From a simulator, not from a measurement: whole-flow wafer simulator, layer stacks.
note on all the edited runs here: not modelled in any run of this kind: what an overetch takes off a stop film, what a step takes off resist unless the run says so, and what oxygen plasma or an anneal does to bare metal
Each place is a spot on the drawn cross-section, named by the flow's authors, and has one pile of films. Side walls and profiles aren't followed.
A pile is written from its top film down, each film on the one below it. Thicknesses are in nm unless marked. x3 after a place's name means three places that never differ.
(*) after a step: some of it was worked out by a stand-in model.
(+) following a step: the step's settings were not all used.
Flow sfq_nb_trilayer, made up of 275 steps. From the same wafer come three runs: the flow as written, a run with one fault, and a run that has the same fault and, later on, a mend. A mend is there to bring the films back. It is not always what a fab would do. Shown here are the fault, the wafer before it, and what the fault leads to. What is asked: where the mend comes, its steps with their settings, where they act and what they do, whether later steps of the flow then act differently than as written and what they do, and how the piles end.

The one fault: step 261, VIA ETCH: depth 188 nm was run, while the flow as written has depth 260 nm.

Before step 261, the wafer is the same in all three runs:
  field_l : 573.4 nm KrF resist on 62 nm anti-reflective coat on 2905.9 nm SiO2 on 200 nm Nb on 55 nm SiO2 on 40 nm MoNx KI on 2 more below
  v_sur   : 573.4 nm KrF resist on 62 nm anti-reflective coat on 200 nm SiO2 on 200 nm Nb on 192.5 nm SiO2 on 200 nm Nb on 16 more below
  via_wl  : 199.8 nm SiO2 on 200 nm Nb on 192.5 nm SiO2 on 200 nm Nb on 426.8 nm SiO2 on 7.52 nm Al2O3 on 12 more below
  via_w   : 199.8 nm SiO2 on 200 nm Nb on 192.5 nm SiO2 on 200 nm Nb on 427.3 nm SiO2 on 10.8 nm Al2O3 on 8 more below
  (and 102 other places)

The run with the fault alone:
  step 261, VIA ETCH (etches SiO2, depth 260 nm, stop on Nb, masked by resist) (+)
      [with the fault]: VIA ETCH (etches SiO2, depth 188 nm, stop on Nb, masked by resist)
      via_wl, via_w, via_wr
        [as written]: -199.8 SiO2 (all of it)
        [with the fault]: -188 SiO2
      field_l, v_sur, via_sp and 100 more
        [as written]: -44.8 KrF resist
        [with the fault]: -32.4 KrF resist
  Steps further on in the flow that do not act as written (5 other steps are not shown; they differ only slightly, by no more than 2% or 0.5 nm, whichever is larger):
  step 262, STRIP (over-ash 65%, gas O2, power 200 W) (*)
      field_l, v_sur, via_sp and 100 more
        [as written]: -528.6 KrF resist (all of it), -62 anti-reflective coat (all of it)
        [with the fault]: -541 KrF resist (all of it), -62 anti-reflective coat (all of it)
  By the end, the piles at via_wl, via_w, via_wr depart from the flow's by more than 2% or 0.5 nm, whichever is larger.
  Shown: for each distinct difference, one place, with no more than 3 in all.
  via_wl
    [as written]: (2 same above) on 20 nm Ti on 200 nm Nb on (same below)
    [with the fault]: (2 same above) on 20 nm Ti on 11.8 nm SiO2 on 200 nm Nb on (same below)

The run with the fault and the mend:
  After step 261 comes the mend.
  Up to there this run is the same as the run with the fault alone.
  step 261a, VIA ETCH (etches SiO2, depth 72 nm, stop on Nb, masked by resist) (+) (the flow's step 261, run once more with other settings)
      field_l, v_sur, via_sp and 100 more
        -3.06 KrF resist
      via_wl, via_w, via_wr
        -11.8 SiO2 (all of it)
  None of the later steps of the flow differs from how it acts as written, at any place that is followed, by more than 2% or 0.5 nm, whichever is larger.
  At every place that both follow, the piles at the end match the flow's.
